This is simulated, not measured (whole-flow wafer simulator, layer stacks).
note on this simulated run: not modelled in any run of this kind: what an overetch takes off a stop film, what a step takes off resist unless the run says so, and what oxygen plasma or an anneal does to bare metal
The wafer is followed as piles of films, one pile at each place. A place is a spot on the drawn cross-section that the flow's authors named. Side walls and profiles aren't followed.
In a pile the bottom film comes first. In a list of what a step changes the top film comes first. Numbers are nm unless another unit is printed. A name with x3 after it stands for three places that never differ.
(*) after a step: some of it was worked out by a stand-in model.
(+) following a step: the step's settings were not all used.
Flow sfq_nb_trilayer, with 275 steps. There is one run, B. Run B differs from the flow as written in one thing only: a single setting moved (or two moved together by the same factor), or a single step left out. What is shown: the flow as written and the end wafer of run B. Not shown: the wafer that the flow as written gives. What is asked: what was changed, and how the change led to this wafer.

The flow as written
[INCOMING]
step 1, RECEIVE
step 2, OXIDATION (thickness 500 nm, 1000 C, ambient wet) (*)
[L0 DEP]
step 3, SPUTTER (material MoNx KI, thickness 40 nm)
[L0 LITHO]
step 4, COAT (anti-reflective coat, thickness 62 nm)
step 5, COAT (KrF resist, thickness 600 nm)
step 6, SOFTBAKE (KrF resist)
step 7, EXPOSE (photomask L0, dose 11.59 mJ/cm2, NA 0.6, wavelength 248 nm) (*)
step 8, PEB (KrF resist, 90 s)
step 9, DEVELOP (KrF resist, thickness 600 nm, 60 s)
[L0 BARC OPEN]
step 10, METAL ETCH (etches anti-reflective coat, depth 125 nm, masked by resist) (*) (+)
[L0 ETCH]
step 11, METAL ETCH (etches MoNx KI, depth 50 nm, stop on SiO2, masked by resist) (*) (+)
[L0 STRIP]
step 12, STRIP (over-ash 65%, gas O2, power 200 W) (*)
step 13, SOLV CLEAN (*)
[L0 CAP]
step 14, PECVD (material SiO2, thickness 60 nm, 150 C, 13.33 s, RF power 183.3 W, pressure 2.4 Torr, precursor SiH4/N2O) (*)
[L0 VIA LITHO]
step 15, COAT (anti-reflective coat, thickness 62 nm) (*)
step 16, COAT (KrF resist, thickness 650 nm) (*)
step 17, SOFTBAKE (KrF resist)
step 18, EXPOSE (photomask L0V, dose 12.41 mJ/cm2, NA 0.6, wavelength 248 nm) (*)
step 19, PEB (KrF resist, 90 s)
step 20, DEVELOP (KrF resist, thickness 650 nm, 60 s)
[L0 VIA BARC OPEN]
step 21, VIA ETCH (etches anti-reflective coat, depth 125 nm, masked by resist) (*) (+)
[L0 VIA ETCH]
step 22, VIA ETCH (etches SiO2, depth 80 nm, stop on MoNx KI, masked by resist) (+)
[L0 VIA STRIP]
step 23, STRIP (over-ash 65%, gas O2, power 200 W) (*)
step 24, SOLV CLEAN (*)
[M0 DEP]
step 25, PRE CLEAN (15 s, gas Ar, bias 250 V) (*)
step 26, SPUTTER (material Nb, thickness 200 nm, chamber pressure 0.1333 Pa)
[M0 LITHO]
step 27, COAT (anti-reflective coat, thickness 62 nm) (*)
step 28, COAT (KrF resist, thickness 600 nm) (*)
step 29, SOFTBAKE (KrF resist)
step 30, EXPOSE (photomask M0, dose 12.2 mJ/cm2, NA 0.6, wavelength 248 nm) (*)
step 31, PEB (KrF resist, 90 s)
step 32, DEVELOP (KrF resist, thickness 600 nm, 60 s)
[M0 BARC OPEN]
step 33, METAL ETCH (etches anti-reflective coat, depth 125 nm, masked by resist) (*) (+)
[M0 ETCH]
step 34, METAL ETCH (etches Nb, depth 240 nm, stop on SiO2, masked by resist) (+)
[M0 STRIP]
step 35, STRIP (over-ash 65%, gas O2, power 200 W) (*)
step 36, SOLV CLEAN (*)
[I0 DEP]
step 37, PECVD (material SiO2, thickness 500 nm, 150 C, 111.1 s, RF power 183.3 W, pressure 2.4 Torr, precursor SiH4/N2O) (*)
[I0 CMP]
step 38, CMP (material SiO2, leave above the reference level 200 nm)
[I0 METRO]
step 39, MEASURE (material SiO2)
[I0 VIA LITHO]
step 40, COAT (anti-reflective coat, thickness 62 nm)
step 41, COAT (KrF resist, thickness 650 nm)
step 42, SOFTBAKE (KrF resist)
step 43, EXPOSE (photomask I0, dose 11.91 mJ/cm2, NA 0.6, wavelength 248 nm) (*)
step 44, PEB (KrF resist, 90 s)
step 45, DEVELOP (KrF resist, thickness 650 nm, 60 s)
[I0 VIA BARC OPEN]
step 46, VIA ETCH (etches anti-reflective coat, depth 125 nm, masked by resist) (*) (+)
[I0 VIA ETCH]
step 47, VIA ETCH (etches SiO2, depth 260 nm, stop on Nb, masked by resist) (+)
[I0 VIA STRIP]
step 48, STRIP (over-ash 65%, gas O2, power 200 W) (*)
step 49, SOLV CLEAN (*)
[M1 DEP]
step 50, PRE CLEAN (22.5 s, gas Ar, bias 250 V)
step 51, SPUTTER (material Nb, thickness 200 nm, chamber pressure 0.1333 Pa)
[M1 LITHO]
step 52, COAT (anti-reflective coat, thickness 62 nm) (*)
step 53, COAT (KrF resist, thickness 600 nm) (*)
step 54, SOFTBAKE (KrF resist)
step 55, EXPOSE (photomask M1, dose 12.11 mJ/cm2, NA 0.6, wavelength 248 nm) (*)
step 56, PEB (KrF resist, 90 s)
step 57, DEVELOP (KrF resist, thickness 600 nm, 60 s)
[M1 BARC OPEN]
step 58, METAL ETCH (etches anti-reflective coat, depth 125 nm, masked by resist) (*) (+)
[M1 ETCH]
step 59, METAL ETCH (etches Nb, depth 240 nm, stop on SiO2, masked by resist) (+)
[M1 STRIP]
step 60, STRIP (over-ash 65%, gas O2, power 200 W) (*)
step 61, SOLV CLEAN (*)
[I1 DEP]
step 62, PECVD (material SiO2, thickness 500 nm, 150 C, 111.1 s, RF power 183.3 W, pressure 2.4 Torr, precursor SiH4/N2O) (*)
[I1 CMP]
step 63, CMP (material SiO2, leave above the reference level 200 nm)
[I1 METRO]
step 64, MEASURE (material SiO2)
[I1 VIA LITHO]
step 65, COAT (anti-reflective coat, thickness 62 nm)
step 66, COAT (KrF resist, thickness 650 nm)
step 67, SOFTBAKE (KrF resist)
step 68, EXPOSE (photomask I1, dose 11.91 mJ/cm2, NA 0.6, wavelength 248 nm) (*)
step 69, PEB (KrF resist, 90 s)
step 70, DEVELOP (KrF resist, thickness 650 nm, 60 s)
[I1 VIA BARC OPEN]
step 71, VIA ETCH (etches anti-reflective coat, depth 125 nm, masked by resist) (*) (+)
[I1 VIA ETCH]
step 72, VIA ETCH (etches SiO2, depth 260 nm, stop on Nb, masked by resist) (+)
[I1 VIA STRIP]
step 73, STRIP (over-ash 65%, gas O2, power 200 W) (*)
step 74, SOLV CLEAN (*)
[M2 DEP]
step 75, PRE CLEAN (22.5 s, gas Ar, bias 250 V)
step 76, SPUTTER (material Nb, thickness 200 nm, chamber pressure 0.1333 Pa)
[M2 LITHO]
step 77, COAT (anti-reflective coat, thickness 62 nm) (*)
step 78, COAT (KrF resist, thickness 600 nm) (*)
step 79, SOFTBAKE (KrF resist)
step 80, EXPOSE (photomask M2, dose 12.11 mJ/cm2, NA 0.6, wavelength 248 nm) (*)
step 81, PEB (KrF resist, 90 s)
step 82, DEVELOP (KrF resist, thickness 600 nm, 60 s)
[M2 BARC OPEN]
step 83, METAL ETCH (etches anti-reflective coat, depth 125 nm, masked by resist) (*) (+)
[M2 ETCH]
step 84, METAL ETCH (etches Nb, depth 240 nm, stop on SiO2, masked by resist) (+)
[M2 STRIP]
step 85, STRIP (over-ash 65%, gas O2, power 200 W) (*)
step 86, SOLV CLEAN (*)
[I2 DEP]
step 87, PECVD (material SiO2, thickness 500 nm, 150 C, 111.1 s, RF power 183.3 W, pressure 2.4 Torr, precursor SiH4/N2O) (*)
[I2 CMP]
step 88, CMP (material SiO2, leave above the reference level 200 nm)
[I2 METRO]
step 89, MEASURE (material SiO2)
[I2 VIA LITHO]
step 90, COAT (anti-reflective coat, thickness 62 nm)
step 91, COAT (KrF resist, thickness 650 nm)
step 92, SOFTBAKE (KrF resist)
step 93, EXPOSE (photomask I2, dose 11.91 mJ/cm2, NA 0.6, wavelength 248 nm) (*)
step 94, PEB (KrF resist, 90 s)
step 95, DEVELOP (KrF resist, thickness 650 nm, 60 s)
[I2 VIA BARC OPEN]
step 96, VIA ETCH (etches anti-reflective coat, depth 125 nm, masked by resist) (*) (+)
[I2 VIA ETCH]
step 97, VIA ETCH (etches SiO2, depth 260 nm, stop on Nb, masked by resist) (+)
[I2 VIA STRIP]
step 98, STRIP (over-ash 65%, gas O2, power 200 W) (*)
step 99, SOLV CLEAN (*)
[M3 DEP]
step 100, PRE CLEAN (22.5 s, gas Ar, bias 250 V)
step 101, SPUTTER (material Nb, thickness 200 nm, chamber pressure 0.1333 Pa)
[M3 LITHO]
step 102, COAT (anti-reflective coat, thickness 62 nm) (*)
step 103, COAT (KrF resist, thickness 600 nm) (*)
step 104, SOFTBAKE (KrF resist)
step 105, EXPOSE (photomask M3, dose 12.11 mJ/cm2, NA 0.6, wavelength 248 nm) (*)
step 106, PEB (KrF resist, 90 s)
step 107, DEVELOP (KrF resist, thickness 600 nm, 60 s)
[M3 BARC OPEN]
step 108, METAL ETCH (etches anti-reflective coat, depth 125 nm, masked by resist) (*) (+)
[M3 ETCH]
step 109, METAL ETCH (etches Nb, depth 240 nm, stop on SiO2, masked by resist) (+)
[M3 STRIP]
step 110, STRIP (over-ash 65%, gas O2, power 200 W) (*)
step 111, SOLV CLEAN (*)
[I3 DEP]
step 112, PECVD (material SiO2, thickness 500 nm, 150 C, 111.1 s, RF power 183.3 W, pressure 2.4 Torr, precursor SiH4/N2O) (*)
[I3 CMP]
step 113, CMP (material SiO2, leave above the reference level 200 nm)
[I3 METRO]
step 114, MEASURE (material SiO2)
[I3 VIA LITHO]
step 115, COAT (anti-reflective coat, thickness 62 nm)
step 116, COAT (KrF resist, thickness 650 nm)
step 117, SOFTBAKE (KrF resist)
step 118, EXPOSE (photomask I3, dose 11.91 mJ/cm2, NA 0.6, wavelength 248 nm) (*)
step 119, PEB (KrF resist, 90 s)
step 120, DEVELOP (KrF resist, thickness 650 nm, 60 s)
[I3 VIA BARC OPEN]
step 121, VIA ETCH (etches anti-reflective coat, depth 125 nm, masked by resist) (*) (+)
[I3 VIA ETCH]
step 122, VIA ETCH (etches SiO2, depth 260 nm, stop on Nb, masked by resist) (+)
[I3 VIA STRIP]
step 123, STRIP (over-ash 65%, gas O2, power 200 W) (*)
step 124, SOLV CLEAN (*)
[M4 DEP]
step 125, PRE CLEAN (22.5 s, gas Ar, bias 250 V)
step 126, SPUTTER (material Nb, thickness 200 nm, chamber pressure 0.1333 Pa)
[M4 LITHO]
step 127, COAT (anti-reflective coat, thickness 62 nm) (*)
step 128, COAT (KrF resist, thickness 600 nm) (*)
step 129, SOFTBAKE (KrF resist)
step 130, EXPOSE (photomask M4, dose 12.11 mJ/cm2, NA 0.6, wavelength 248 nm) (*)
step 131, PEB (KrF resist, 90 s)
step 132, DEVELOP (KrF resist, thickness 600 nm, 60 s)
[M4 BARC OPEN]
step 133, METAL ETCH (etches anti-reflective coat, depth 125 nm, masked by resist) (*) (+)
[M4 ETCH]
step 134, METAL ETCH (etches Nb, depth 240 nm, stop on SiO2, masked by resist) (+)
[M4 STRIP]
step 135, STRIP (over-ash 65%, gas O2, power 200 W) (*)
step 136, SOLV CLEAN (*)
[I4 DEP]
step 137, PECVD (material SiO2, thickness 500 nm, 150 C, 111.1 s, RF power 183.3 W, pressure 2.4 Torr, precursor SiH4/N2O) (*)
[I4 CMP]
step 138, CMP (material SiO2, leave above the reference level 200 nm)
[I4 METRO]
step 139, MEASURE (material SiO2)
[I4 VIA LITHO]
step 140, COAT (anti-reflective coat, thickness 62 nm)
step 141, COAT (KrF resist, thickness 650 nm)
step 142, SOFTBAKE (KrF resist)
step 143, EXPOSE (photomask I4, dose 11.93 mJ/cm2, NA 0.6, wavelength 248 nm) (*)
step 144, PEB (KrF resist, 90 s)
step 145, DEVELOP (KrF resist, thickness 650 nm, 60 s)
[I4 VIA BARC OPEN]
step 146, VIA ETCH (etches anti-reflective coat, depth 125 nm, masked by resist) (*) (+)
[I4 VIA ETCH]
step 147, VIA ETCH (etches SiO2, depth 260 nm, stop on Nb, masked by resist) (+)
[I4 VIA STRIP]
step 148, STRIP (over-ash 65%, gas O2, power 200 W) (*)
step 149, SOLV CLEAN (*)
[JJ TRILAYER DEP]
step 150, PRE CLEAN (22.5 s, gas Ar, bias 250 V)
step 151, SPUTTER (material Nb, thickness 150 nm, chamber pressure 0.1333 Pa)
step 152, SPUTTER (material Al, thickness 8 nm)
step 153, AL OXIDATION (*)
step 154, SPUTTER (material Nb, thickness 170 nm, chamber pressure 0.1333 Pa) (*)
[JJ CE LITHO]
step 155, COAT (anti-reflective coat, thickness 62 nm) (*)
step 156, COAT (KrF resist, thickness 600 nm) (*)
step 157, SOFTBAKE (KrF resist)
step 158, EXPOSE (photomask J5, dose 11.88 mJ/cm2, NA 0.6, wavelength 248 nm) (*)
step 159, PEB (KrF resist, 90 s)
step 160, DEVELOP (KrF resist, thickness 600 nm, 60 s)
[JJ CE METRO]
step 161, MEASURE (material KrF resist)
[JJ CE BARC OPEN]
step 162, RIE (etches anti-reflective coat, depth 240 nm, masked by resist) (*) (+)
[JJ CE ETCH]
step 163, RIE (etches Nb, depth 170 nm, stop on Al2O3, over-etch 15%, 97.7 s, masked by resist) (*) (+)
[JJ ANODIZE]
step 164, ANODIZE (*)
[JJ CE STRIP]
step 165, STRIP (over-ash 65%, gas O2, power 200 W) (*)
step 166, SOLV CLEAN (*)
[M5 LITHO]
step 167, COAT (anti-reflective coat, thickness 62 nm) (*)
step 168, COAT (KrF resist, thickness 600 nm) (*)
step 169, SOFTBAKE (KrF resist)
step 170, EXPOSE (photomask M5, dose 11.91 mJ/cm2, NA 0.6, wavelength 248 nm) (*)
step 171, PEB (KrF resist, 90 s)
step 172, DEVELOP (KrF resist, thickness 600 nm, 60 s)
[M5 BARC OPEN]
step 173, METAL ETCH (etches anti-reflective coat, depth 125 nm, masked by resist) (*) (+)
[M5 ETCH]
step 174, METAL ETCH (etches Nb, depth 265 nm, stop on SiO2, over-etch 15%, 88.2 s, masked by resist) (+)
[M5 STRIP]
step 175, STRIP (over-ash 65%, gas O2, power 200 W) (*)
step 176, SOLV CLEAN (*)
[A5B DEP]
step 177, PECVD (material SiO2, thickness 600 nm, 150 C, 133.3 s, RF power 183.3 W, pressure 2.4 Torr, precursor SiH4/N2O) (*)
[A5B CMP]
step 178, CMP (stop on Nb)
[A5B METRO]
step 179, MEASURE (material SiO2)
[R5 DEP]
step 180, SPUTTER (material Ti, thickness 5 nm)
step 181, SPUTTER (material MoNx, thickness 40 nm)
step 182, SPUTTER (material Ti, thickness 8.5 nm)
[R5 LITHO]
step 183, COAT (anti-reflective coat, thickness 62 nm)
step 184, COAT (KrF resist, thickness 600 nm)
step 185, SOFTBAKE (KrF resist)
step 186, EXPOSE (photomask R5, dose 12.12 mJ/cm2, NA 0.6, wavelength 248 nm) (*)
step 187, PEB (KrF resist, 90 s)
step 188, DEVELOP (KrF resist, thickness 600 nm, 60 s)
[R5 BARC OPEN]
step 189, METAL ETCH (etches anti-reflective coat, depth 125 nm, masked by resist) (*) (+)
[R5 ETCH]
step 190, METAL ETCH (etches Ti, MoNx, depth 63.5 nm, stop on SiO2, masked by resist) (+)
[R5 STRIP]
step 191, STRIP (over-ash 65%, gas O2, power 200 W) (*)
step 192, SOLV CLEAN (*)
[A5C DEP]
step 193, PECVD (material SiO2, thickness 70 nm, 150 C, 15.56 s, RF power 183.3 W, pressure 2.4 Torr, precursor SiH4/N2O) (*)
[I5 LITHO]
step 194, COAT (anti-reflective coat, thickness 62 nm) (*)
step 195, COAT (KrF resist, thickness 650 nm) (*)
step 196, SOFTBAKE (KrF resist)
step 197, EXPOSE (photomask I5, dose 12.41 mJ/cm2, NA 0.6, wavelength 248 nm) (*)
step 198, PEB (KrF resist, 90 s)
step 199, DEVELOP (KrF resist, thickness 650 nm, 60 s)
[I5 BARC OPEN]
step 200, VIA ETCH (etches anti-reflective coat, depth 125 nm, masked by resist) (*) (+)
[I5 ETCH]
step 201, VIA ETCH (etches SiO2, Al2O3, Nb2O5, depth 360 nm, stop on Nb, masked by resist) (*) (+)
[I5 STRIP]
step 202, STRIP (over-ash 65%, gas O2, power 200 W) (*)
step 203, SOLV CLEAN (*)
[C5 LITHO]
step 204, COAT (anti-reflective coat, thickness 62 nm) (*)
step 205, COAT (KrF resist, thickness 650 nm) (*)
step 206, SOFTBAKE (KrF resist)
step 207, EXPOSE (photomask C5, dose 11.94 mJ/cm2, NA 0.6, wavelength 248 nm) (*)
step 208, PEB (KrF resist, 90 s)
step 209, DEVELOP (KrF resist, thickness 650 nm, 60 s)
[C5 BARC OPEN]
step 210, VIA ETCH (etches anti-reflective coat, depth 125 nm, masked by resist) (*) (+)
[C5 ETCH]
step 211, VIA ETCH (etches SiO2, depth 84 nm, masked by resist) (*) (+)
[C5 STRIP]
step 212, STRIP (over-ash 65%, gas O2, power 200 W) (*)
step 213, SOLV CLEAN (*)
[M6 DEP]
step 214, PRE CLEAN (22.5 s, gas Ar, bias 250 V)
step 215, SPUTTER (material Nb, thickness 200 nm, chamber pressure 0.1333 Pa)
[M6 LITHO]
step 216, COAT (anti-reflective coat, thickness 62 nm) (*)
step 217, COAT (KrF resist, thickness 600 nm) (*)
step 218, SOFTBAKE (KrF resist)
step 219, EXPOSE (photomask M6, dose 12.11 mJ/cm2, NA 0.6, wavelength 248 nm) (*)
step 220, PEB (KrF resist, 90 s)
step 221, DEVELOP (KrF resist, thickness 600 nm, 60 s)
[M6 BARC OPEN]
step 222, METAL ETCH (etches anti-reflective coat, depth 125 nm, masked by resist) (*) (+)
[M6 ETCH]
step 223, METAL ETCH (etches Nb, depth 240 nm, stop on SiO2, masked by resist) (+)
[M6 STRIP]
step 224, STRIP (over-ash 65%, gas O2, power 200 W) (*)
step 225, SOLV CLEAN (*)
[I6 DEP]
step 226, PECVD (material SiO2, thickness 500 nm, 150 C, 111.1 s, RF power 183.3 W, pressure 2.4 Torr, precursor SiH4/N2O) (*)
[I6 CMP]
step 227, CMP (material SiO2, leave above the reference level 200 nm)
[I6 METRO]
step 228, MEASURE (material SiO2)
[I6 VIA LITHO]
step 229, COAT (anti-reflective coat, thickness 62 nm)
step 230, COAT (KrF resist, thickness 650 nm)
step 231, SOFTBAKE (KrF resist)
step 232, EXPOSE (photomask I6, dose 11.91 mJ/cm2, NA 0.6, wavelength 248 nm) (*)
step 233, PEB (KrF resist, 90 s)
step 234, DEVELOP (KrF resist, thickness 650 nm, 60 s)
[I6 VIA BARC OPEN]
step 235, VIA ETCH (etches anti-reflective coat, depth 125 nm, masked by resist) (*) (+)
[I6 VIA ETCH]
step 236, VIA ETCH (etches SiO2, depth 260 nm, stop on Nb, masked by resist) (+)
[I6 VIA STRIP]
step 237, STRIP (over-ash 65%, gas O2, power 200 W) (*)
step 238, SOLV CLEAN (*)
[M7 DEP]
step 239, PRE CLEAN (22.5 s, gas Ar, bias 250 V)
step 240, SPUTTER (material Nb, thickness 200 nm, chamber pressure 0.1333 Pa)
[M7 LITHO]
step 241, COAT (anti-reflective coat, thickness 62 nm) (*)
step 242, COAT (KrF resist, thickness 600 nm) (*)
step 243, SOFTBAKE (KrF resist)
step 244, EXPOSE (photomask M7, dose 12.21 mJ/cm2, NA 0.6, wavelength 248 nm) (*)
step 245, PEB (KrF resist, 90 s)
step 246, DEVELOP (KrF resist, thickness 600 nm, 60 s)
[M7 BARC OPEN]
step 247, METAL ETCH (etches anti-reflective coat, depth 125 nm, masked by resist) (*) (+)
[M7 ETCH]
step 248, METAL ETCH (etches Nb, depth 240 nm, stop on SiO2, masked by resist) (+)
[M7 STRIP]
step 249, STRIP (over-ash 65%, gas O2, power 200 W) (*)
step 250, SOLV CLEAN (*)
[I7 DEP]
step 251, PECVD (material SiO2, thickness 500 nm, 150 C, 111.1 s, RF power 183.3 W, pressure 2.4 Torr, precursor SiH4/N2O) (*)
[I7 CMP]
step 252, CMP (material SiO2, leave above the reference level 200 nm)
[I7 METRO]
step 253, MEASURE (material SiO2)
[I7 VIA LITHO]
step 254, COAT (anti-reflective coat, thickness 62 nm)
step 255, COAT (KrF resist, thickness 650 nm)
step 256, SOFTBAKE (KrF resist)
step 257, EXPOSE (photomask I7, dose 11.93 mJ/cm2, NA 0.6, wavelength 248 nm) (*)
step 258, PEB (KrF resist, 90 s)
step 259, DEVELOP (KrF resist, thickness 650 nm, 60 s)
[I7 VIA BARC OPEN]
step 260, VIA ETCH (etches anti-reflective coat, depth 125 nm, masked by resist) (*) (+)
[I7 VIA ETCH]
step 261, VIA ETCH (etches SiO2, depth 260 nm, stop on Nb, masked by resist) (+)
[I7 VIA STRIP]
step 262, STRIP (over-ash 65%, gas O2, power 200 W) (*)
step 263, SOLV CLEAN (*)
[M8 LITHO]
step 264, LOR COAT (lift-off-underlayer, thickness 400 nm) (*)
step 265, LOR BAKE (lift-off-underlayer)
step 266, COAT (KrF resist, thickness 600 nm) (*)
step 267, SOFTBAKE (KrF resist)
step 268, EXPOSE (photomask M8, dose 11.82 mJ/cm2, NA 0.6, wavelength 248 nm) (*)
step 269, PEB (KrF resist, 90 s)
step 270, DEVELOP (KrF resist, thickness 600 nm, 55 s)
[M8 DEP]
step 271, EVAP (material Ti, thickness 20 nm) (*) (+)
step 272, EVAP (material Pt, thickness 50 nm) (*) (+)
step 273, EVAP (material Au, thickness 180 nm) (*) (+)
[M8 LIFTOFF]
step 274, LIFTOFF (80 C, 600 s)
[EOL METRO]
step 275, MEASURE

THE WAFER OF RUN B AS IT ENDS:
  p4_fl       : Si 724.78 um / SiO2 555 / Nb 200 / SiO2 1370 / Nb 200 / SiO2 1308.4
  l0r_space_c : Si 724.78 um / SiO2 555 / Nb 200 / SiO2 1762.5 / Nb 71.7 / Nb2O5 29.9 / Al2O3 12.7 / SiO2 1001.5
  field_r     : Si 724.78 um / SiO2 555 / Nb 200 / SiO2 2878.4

Cause: step 151, SPUTTER: thickness 82.5 nm was run, while the flow as written has thickness 150 nm.

Step by step, how the change led to this:
  step 151, SPUTTER (material Nb, thickness 150 nm, chamber pressure 0.1333 Pa)
      field_l, v_sur, via_sp and 100 more: Nb gains 82.5 (new film) (as written it would have been: Nb gains 150 (new film))
      via_wl, via_wr: Nb gains 58.9 (as written it would have been: Nb gains 130.4)
      (and at 1 other place as well)
  step 154, SPUTTER (material Nb, thickness 170 nm, chamber pressure 0.1333 Pa) (*)
      via_w: Nb gains 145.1 (new film) (as written it would have been: Nb gains 141 (new film))
  step 155, COAT (anti-reflective coat, thickness 62 nm) (*)
      via_wl, via_wr: anti-reflective coat gains 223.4 (new film) (as written it would have been: anti-reflective coat gains 209.4 (new film))
  step 162, RIE (etches anti-reflective coat, depth 240 nm, masked by resist) (*) (+)
      ce_l, c5j, ce_r, wl_jj: KrF resist loses 223.4 (as written it would have been: KrF resist loses 209.4)
      via_wl, via_wr: anti-reflective coat loses 223.4 (all of it) (as written it would have been: anti-reflective coat loses 209.4 (all of it))
  step 163, RIE (etches Nb, depth 170 nm, stop on Al2O3, over-etch 15%, 97.7 s, masked by resist) (*) (+)
      via_w: Nb loses 145.1 (all of it), Al2O3 loses 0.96 (all of it) (as written it would have been: Nb loses 141 (all of it), Al2O3 loses 0.96 (all of it))
  step 164, ANODIZE (*)
      via_wl, via_wr: Al2O3 gains 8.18 (new film), Nb2O5 gains 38 (new film), Al loses 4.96 (all of it), Nb loses 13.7 (as written it would have been: Al2O3 gains 7.52 (new film), Nb2O5 gains 39.2 (new film), Al loses 4.56 (all of it), Nb loses 14.1)
  step 165, STRIP (over-ash 65%, gas O2, power 200 W) (*)
      ce_l: KrF resist loses 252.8 (all of it), anti-reflective coat loses 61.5 (all of it) (as written it would have been: KrF resist loses 266.8 (all of it), anti-reflective coat loses 61.4 (all of it))
      c5j: KrF resist loses 252.9 (all of it), anti-reflective coat loses 61.5 (all of it) (as written it would have been: KrF resist loses 266.9 (all of it), anti-reflective coat loses 61.5 (all of it))
      (and at 2 other places as well)
  step 167, COAT (anti-reflective coat, thickness 62 nm) (*)
      via_w: anti-reflective coat gains 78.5 (new film) (as written it would have been: anti-reflective coat gains 84.1 (new film))
      ce_l: anti-reflective coat gains 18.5 (new film) (as written it would have been: anti-reflective coat gains 19.6 (new film))
      (and at 1 other place as well)
  step 174, METAL ETCH (etches Nb, depth 265 nm, stop on SiO2, over-etch 15%, 88.2 s, masked by resist) (+)
      field_l, r_sur, res and 50 more: Al2O3 loses 12.6 (all of it), Nb2O5 loses 29.9 (all of it), Nb loses 71.7 (all of it), SiO2 loses 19 (as written it would have been: Al2O3 loses 12.6 (all of it), Nb2O5 loses 29.9 (all of it), Nb loses 139.2 (all of it), SiO2 loses 12.3)
  step 175, STRIP (over-ash 65%, gas O2, power 200 W) (*)
      via_w: KrF resist loses 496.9 (all of it), anti-reflective coat loses 78.5 (all of it) (as written it would have been: KrF resist loses 503.5 (all of it), anti-reflective coat loses 84.1 (all of it))
      ce_l: KrF resist loses 300.6 (all of it), anti-reflective coat loses 18.5 (all of it) (as written it would have been: KrF resist loses 299.6 (all of it), anti-reflective coat loses 19.6 (all of it))
      (and at 1 other place as well)
  step 177, PECVD (material SiO2, thickness 600 nm, 150 C, 133.3 s, RF power 183.3 W, pressure 2.4 Torr, precursor SiH4/N2O) (*)
      via_wl, via_wr: SiO2 gains 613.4 (new film) (as written it would have been: SiO2 gains 600 (new film))
  step 178, CMP (stop on Nb)
      field_l, p4_fl, p4_fm and 39 more: SiO2 loses 320.1 (as written it would have been: SiO2 loses 259.3)
      r_sur, res, r_end, moat, field_r, lsp_l: SiO2 loses 320.1 (as written it would have been: SiO2 loses 252.3)
      (and at 8 other places as well)
